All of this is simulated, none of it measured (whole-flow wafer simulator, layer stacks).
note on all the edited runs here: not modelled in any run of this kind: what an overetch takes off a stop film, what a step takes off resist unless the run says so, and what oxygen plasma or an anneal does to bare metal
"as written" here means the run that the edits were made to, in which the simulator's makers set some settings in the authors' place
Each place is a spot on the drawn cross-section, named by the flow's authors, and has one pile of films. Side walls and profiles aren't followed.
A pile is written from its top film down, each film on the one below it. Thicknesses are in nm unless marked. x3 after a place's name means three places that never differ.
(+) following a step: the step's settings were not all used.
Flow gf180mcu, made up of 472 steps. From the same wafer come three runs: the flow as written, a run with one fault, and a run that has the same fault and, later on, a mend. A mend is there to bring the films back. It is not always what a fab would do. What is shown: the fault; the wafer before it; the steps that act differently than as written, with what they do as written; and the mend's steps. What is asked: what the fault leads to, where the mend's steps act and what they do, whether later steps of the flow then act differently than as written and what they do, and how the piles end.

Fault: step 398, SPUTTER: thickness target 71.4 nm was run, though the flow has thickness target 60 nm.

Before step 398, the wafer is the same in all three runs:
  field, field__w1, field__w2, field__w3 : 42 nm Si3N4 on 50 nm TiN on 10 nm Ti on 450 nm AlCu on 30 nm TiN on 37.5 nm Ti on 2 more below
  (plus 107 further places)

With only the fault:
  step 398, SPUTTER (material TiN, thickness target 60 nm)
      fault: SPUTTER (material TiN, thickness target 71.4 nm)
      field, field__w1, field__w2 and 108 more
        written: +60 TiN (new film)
        fault: +71.4 TiN (new film)
  Steps later in the flow that act otherwise than as written (8 more steps, not shown, differ only slightly: by at most 2% or 0.5 nm, whichever is larger):
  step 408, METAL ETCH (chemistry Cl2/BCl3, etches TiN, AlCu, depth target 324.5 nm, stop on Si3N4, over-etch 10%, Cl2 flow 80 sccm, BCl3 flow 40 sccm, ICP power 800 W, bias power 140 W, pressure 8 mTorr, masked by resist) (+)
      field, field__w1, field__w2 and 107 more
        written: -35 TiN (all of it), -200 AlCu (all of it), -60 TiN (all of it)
        fault: -35 TiN (all of it), -200 AlCu (all of it), -71.4 TiN (all of it)
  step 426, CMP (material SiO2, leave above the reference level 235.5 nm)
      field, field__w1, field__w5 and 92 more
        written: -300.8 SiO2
        fault: -289.4 SiO2
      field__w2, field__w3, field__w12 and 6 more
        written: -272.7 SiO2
        fault: -261.3 SiO2
  By the end, the piles at mim depart from the flow's by more than 2% or 0.5 nm, whichever is larger.
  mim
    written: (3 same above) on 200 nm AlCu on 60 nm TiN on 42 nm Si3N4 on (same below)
    fault: (3 same above) on 200 nm AlCu on 71.4 nm TiN on 42 nm Si3N4 on (same below)

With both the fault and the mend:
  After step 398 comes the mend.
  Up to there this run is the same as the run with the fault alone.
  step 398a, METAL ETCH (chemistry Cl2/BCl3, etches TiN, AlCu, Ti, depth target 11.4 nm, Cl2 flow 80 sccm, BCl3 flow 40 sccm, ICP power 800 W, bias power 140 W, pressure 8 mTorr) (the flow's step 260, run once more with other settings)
      field, field__w1, field__w2 and 108 more
        -11.4 TiN
  Later steps of the flow that are run all act as written at every place that is followed.
  At every place that both follow, the piles at the end match the flow's.
